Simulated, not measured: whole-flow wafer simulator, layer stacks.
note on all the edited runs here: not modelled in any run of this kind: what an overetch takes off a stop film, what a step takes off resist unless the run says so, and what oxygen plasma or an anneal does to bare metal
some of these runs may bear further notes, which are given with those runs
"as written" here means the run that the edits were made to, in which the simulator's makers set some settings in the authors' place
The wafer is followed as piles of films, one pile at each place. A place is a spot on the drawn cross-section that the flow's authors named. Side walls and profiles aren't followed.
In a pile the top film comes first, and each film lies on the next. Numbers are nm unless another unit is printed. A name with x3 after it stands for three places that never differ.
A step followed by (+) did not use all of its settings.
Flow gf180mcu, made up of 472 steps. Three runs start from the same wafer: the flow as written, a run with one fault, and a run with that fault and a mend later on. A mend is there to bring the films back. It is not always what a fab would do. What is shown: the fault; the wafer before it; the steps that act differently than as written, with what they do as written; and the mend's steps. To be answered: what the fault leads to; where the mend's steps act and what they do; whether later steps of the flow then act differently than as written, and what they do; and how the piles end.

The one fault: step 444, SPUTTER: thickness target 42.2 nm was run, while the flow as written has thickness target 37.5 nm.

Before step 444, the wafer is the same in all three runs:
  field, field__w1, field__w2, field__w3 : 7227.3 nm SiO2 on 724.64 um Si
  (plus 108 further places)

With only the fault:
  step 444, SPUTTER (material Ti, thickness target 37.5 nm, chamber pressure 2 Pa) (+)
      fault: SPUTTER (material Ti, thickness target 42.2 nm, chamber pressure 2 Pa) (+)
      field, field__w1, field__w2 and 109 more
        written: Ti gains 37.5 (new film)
        fault: Ti gains 42.2 (new film)
  Later steps of the flow acting differently than as written (4 other steps are not shown; they differ only slightly, by no more than 2% or 0.5 nm, whichever is larger):
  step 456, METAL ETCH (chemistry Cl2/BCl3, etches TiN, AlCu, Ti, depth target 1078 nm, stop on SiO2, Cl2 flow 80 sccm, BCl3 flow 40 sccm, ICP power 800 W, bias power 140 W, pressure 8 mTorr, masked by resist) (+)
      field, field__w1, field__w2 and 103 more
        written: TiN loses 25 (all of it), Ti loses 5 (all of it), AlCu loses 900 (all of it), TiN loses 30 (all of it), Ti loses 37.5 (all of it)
        fault: TiN loses 25 (all of it), Ti loses 5 (all of it), AlCu loses 900 (all of it), TiN loses 30 (all of it), Ti loses 42.2 (all of it)
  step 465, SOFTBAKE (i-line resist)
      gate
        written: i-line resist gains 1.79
        fault: i-line resist loses 0.31
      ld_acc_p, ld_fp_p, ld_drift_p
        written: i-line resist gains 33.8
        fault: i-line resist gains 27.1
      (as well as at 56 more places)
  The piles end different from the flow's at field__w8, contact, m1, m1__w1, pad, m1_nw by more than 2% or 0.5 nm, whichever is larger.
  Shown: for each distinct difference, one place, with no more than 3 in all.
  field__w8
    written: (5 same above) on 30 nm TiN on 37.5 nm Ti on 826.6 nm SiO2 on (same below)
    fault: (5 same above) on 30 nm TiN on 42.2 nm Ti on 826.6 nm SiO2 on (same below)
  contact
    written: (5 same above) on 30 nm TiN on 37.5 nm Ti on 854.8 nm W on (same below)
    fault: (5 same above) on 30 nm TiN on 42.2 nm Ti on 854.8 nm W on (same below)
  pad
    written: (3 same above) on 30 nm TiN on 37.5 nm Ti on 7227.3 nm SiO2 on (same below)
    fault: (3 same above) on 30 nm TiN on 42.2 nm Ti on 7227.3 nm SiO2 on (same below)

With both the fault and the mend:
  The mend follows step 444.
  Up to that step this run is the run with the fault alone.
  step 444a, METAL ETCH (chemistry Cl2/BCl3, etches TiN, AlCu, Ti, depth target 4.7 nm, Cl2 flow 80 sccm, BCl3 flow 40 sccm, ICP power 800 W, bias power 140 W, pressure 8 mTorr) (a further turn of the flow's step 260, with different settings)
      field, field__w1, field__w2 and 109 more
        Ti loses 4.7
  None of the later steps of the flow acts differently than as written at any place that is followed.
  The piles end the same as the flow's at every place that both follow.
